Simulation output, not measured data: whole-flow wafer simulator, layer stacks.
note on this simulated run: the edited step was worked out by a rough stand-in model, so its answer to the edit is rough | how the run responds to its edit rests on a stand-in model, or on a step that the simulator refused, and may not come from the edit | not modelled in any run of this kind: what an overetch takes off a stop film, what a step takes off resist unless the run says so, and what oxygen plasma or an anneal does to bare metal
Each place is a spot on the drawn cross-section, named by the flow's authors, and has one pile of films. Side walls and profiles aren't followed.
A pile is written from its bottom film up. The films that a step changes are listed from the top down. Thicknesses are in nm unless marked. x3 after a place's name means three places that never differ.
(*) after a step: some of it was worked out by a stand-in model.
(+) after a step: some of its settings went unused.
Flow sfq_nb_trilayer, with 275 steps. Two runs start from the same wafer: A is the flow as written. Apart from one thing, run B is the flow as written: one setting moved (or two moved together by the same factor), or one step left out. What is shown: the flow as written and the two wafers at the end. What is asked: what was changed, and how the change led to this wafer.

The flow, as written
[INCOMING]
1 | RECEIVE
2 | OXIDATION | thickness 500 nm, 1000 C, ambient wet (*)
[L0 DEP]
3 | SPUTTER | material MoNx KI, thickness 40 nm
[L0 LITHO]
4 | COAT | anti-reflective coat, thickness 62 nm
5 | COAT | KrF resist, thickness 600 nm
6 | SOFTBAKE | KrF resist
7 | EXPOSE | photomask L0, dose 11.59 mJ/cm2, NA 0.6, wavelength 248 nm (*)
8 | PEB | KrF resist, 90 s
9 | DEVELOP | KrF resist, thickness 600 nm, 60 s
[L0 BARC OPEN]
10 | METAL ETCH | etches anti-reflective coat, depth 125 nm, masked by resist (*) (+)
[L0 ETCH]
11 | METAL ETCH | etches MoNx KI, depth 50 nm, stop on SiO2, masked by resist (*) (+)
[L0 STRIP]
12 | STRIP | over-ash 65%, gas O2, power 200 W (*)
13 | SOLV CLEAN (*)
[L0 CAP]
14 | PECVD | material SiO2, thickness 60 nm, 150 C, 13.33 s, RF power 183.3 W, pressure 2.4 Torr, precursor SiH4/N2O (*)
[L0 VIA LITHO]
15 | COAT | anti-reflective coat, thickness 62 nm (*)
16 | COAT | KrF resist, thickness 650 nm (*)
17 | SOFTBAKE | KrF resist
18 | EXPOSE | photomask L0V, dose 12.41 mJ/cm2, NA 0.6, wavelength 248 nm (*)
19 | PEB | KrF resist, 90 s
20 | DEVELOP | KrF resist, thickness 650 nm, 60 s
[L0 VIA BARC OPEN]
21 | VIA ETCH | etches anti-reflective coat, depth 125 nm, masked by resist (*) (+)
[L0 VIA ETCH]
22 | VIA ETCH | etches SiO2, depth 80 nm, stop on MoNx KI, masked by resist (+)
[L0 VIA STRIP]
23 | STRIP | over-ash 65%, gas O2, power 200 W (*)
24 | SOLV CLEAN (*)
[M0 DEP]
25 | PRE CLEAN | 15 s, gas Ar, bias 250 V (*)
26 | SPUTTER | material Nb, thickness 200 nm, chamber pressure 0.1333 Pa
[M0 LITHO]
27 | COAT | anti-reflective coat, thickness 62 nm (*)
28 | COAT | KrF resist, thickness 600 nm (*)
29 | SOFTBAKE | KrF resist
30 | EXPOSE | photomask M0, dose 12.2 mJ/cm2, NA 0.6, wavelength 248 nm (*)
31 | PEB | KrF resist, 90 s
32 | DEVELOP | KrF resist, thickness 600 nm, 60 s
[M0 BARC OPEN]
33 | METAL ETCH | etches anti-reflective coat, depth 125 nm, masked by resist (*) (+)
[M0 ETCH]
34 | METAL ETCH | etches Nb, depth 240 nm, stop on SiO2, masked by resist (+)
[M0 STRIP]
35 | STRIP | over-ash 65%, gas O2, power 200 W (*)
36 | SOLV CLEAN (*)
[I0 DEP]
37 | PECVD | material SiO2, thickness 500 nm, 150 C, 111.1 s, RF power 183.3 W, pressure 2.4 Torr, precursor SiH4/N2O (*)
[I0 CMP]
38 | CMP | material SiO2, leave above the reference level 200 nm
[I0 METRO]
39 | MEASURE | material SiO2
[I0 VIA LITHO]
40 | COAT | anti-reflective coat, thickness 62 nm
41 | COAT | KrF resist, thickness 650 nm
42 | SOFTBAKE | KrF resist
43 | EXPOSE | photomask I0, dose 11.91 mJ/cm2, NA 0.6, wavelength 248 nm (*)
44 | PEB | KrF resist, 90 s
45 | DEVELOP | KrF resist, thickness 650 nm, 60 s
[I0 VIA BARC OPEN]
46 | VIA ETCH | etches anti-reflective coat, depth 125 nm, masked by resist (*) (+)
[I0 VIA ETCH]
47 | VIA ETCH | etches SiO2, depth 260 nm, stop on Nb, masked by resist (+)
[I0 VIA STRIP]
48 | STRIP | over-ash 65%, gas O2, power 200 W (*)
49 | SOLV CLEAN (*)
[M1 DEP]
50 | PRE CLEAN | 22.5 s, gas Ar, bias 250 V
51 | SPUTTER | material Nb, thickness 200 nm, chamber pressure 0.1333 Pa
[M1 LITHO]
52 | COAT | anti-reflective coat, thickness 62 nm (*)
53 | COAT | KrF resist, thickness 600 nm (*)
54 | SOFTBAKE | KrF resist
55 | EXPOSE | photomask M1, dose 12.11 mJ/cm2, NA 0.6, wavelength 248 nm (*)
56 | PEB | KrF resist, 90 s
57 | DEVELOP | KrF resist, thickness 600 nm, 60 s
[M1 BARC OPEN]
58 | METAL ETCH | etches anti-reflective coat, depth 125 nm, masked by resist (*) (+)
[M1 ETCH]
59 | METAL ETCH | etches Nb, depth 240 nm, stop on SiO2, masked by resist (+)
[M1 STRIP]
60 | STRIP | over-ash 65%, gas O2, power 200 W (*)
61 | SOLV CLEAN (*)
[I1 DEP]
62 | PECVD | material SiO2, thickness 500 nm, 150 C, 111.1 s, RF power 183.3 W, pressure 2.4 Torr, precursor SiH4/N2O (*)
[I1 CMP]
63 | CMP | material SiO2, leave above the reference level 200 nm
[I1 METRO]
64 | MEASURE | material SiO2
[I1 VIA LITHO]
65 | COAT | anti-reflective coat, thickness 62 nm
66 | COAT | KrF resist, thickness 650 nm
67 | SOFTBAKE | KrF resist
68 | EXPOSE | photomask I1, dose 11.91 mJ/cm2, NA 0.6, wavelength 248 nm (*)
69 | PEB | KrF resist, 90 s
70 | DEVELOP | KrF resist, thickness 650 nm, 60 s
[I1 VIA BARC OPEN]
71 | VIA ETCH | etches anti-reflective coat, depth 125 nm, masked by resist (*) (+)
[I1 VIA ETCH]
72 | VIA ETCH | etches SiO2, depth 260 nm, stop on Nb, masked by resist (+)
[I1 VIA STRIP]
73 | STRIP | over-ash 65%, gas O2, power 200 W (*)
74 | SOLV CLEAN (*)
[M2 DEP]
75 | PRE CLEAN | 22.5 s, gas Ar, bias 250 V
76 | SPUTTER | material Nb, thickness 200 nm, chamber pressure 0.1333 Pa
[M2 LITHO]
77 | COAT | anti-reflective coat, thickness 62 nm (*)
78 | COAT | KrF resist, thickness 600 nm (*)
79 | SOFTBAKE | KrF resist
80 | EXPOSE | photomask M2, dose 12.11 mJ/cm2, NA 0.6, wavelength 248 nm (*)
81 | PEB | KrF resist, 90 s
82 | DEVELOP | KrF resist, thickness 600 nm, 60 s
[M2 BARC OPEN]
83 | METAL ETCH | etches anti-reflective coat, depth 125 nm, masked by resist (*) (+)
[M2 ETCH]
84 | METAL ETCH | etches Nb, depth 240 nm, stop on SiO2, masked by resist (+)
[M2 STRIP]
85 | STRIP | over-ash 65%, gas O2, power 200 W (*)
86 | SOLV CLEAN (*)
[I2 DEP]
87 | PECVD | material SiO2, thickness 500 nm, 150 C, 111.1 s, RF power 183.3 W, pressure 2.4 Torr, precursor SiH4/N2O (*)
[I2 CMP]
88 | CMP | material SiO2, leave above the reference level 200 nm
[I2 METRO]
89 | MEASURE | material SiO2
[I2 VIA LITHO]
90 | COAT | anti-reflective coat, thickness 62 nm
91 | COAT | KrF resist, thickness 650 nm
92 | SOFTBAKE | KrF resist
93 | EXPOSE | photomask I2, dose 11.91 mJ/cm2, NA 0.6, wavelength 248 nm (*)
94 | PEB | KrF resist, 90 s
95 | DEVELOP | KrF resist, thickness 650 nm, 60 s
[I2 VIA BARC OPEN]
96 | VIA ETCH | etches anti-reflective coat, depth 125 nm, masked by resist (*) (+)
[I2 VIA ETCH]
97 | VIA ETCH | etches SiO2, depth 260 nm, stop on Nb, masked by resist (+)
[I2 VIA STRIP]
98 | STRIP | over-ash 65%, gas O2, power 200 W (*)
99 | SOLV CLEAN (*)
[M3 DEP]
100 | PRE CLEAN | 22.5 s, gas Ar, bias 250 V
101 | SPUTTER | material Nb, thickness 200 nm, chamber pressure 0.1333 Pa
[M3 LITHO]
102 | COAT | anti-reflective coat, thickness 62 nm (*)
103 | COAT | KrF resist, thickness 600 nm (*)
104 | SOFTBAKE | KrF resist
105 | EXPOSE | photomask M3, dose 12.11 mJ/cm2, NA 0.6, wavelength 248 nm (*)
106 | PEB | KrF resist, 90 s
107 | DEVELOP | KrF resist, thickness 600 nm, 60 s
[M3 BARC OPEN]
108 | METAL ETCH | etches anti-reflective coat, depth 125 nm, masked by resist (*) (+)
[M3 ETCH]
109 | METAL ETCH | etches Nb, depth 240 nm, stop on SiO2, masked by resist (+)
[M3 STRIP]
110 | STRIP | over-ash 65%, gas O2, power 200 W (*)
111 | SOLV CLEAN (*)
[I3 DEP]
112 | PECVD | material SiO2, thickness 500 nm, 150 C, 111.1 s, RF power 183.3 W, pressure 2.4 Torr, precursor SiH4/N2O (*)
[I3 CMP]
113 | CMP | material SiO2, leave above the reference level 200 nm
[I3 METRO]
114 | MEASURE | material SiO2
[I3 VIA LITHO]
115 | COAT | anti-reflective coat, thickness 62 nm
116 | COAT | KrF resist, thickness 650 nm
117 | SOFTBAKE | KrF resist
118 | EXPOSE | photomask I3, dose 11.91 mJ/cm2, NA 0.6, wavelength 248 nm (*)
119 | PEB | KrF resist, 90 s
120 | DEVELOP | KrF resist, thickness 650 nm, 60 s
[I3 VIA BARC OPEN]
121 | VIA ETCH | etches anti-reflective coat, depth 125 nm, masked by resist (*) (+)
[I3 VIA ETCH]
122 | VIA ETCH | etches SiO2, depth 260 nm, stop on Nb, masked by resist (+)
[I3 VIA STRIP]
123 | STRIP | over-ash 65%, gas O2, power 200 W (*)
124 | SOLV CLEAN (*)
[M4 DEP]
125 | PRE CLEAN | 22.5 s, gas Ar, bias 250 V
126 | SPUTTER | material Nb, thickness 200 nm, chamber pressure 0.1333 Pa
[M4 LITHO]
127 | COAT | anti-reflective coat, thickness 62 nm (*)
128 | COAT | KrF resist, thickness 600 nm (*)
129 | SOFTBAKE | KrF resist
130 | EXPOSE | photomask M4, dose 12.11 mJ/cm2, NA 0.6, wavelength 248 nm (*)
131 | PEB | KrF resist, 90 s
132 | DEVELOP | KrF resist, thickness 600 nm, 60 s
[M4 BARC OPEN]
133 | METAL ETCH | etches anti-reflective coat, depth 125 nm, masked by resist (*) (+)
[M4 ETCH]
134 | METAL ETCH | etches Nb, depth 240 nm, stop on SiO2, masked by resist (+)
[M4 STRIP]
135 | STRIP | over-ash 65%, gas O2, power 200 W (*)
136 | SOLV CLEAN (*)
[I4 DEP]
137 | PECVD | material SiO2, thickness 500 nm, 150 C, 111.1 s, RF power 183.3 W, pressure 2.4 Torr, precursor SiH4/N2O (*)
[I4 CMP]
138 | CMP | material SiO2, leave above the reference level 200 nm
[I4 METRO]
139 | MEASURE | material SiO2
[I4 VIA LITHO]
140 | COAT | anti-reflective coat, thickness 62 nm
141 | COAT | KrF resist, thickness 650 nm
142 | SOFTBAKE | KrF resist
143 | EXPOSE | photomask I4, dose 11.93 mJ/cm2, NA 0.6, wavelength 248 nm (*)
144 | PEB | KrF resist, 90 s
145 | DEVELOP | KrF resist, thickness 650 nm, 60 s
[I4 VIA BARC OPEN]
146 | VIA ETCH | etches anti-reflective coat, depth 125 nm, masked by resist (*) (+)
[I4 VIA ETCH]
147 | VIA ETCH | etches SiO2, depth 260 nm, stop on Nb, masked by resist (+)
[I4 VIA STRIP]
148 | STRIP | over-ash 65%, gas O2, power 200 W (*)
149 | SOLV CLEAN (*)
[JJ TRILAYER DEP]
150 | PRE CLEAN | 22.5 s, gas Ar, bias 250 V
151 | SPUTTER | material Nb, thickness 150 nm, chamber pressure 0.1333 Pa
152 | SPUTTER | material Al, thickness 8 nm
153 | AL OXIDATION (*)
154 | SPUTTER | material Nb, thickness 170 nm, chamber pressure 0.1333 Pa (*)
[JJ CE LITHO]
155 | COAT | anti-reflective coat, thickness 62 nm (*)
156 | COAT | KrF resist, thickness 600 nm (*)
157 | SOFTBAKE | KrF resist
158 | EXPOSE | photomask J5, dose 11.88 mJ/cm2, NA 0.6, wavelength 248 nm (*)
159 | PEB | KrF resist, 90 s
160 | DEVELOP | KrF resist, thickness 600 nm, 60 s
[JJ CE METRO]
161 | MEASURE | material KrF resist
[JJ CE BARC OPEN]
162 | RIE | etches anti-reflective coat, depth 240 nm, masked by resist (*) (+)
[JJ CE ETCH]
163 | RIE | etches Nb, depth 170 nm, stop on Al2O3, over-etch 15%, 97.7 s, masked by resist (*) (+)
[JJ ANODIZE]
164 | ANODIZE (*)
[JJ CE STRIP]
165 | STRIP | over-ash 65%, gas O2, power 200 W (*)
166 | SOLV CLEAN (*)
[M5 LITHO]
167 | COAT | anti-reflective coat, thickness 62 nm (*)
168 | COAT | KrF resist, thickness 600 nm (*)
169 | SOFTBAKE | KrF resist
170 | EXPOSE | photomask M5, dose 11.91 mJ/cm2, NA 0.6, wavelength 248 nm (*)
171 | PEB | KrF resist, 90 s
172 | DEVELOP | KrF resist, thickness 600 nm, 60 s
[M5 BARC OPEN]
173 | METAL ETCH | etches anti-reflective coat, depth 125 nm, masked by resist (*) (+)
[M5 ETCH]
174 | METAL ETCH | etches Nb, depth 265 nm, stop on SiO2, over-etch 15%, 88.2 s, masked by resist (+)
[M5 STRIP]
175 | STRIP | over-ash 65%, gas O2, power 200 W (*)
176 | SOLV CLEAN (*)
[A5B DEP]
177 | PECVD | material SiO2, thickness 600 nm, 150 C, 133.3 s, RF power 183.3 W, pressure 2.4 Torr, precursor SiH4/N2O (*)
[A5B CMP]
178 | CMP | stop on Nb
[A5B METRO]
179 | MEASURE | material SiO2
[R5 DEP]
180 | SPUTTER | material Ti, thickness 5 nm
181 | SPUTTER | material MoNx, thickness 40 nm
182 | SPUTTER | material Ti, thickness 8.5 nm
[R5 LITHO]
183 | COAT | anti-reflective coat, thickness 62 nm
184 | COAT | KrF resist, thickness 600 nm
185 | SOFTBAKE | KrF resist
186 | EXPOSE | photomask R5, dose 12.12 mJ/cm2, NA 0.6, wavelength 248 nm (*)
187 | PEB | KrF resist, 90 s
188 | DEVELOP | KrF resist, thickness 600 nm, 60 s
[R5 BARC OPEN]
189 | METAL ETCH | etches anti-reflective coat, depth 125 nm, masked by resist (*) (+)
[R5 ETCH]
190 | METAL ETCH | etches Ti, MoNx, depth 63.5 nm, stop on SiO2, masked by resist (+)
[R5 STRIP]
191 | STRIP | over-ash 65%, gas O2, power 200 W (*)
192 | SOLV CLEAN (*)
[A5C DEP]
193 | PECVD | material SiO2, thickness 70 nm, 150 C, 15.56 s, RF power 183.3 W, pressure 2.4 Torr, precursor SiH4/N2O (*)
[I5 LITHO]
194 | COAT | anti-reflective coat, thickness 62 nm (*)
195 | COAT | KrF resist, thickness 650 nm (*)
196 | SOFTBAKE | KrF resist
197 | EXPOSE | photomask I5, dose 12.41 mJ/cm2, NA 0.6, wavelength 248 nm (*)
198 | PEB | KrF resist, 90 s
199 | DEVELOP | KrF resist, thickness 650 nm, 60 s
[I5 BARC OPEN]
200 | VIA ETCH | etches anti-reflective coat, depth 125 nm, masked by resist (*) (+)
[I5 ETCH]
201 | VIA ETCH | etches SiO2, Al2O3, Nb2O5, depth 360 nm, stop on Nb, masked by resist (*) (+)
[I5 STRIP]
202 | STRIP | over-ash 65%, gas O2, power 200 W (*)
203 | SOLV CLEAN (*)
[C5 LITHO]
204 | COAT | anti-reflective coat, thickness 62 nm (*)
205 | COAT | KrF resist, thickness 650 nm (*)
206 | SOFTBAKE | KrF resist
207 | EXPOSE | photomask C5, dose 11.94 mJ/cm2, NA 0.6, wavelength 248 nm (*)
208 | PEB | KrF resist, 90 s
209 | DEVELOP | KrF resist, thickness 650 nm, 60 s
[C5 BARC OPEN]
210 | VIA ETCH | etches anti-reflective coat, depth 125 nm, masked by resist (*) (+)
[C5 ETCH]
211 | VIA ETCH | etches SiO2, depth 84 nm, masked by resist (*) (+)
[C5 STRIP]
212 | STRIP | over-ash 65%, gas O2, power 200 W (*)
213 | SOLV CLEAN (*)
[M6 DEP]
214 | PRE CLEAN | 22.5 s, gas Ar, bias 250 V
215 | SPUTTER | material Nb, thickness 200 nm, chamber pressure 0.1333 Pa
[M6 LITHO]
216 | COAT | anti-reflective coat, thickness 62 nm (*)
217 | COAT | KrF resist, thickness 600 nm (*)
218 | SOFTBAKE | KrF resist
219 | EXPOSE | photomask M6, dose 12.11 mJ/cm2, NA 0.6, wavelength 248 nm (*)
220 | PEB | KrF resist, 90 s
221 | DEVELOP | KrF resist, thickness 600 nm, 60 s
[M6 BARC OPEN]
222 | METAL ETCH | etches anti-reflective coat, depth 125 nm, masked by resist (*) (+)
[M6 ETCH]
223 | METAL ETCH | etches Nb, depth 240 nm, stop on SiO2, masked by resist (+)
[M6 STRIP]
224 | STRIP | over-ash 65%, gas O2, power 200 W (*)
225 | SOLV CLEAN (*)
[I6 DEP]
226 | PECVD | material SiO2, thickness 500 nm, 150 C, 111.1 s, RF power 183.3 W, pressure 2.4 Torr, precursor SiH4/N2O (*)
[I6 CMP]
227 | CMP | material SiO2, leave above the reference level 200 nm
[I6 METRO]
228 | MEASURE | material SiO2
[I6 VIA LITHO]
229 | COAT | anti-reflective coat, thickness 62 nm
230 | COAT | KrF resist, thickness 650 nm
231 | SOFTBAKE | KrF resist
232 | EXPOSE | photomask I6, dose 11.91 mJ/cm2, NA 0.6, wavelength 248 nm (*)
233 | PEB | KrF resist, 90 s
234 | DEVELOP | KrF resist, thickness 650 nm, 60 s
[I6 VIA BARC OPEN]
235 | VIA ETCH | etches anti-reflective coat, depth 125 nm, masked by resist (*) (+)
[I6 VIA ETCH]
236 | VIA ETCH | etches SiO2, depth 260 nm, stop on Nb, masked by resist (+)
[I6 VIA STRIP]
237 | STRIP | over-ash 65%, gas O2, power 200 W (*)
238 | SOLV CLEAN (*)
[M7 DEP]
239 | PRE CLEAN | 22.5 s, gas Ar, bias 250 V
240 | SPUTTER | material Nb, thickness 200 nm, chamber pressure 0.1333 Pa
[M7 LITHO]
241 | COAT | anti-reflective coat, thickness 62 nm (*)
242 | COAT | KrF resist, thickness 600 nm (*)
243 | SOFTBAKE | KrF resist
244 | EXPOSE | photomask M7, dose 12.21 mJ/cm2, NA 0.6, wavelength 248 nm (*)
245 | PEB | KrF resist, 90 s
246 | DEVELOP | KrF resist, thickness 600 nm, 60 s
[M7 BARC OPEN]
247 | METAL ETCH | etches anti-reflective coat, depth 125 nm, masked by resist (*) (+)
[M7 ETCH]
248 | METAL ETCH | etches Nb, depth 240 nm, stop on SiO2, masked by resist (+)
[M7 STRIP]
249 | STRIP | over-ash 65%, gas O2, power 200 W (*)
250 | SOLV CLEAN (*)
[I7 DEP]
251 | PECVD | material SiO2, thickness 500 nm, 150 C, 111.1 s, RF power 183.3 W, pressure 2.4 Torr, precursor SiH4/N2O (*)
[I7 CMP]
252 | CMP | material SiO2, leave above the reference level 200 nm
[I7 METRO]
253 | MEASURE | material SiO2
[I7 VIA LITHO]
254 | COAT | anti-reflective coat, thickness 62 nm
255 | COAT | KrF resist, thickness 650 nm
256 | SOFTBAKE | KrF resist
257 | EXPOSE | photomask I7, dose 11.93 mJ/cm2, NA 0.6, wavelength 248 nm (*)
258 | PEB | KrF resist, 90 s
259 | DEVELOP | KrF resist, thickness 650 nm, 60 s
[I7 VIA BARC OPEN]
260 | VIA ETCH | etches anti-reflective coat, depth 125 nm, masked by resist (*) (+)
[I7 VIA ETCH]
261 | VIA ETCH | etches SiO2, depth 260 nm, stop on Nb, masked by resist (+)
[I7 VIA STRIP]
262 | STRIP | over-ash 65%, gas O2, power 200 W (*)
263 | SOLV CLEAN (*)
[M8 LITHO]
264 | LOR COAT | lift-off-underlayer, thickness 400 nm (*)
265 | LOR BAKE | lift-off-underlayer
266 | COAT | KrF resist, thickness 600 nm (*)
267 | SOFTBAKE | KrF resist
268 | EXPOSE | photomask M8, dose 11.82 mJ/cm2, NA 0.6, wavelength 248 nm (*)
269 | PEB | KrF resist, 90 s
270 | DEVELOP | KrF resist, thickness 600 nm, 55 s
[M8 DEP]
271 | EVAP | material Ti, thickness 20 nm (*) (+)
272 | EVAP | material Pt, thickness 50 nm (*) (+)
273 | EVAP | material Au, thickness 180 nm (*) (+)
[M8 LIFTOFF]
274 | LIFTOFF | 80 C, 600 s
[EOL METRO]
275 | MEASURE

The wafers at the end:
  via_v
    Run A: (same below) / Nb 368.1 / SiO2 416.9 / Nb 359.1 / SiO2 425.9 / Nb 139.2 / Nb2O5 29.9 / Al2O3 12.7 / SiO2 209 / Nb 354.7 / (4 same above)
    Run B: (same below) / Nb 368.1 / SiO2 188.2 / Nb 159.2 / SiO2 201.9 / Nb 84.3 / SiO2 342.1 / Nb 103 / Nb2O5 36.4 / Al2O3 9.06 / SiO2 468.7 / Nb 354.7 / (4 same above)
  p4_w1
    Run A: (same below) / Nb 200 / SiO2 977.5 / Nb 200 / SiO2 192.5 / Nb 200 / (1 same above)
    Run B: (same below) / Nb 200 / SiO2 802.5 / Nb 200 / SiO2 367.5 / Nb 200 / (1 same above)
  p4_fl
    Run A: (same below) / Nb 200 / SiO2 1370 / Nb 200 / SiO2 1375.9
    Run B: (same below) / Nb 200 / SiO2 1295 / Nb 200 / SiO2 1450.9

The reason: step 87, PECVD: thickness 225 nm was run, though the flow has thickness 500 nm; step 87, PECVD: 50 s was run, where the flow has 111.1 s.

How this came from the change, step by step:
  87 | PECVD | material SiO2, thickness 500 nm, 150 C, 111.1 s, RF power 183.3 W, pressure 2.4 Torr, precursor SiH4/N2O (*)
      field_l, be, be_sur and 81 more: A +500 SiO2 | B +225 SiO2
      v_sur, via_wl, via_w and 18 more: A +500 SiO2 (new film) | B +225 SiO2 (new film)
      (and at 1 other place as well)
  88 | CMP | material SiO2, leave above the reference level 200 nm
      field_l, be, be_sur and 81 more: A -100 SiO2 | B nothing
      via_v: A -181.6 SiO2 | B nothing
      (and at 21 other places as well)
  90 | COAT | anti-reflective coat, thickness 62 nm
      m0r_space_l, m0r_space_r, m6r_space_l x2, m7r_space_l x2: A +62 anti-reflective coat (new film) | B +81.3 anti-reflective coat (new film)
      p3_s1, p3_s3, p3_l4, p3_s4: A +62 anti-reflective coat (new film) | B +63.9 anti-reflective coat (new film)
      (and at 71 other places as well)
  91 | COAT | KrF resist, thickness 650 nm
      m0r_line_l, m0r_line_r, m6r_line_l x2, m7r_line_l x2: A +650 KrF resist (new film) | B +684 KrF resist (new film)
      m0r_space_l, m0r_space_r, m6r_space_l x2, m7r_space_l x2: A +650 KrF resist (new film) | B +673 KrF resist (new film)
      (and at 55 other places as well)
  95 | DEVELOP | KrF resist, thickness 650 nm, 60 s
      via_w: A -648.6 KrF resist (all of it) | B -587 KrF resist (all of it)
  96 | VIA ETCH | etches anti-reflective coat, depth 125 nm, masked by resist (*) (+)
      field_l, v_sur, via_wl and 102 more: A -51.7 KrF resist | B -40 KrF resist
      via_w: A -62 anti-reflective coat (all of it), -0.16 SiO2 | B -48 anti-reflective coat (all of it), -0.12 SiO2
  98 | STRIP | over-ash 65%, gas O2, power 200 W (*)
      m0r_line_l, m0r_line_r, m6r_line_l x2, m7r_line_l x2: A -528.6 KrF resist (all of it), -62 anti-reflective coat (all of it) | B -574.2 KrF resist (all of it), -61.7 anti-reflective coat (all of it)
      m0r_space_l, m0r_space_r, m6r_space_l x2, m7r_space_l x2: A -528.6 KrF resist (all of it), -62 anti-reflective coat (all of it) | B -563.3 KrF resist (all of it), -81.3 anti-reflective coat (all of it)
      (and at 93 other places as well)
  101 | SPUTTER | material Nb, thickness 200 nm, chamber pressure 0.1333 Pa
      via_v: A +200 Nb (new film) | B +159.2 Nb (new film)
  102 | COAT | anti-reflective coat, thickness 62 nm (*)
      p3_s1, p3_l3, p3_s3, p3_l4, p3_s4, p3_l5: A +62 anti-reflective coat (new film) | B +63.9 anti-reflective coat (new film)
      m0r_space_l, m0r_space_r, m6r_space_l x2, m7r_space_l x2: A +62 anti-reflective coat (new film) | B +79.9 anti-reflective coat (new film)
      (and at 68 other places as well)
  103 | COAT | KrF resist, thickness 600 nm (*)
      m0r_line_l, m0r_line_r, m6r_line_l x2, m7r_line_l x2: A +600 KrF resist (new film) | B +631.9 KrF resist (new film)
      m0r_space_l, m0r_space_r, m6r_space_l x2, m7r_space_l x2: A +600 KrF resist (new film) | B +623.3 KrF resist (new film)
      (and at 56 other places as well)
  107 | DEVELOP | KrF resist, thickness 600 nm, 60 s
      m0r_line_l, m0r_line_r, m6r_line_l x2, m7r_line_l x2: A -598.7 KrF resist (all of it) | B -630.6 KrF resist (all of it)
      m0r_space_l, m0r_space_r, m6r_space_l x2, m7r_space_l x2: A -598.7 KrF resist (all of it) | B -622 KrF resist (all of it)
      (and at 33 other places as well)
  108 | METAL ETCH | etches anti-reflective coat, depth 125 nm, masked by resist (*) (+)
      m5r_linepad_l, m5r_linepad_r, r5r_spacepad_l, r5r_spacepad_r, m8r_pad_l, m8r_pad_r: A -62 anti-reflective coat (all of it) | B -125 anti-reflective coat
      v_sur, via_wl, via_w and 28 more: A -51.7 KrF resist | B -69.4 KrF resist
      (and at 47 other places as well)
  109 | METAL ETCH | etches Nb, depth 240 nm, stop on SiO2, masked by resist (+)
      m5r_linepad_l, m5r_linepad_r: A -200 Nb (all of it) | B -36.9 anti-reflective coat (all of it), -200 Nb (all of it)
      r5r_spacepad_l, r5r_spacepad_r: A -200 Nb (all of it) | B -37.1 anti-reflective coat (all of it), -200 Nb (all of it)
      (and at 2 other places as well)
  110 | STRIP | over-ash 65%, gas O2, power 200 W (*)
      wl_a_sr, wl_b_sl: A -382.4 KrF resist (all of it), -62 anti-reflective coat (all of it) | B -347.1 KrF resist (all of it), -57.8 anti-reflective coat (all of it)
      v_sur: A -365.3 KrF resist (all of it), -61.1 anti-reflective coat (all of it) | B -274.1 KrF resist (all of it), -38.5 anti-reflective coat (all of it)
      (and at 27 other places as well)
  112 | PECVD | material SiO2, thickness 500 nm, 150 C, 111.1 s, RF power 183.3 W, pressure 2.4 Torr, precursor SiH4/N2O (*)
      via_v: A +500 SiO2 (new film) | B +626.6 SiO2 (new film)
  113 | CMP | material SiO2, leave above the reference level 200 nm
      field_l, be, be_sur and 64 more: A -100 SiO2 | B nothing
      p4_g1, p4_g2, p3_s0, p3_s1, p3_s2, p3_s3, p3_s4, p3_s5: A -157.1 SiO2 | B nothing
      (and at 10 other places as well)
  ... 32 further steps ...
  178 | CMP | stop on Nb
      via_v: A -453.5 SiO2 | B -340.8 SiO2
If metal films that touch count as one body, via_v has 7 bodies (between them, from the top down: SiO2 437.8; SiO2 468.7 / Al2O3 9.06 / Nb2O5 36.4; SiO2 342.1; SiO2 201.9; SiO2 188.2; SiO2 192.5); the flow as written gives 6 bodies (between them, from the top down: SiO2 437.8; SiO2 209 / Al2O3 12.7 / Nb2O5 29.9; SiO2 425.9; SiO2 416.9; SiO2 192.5).
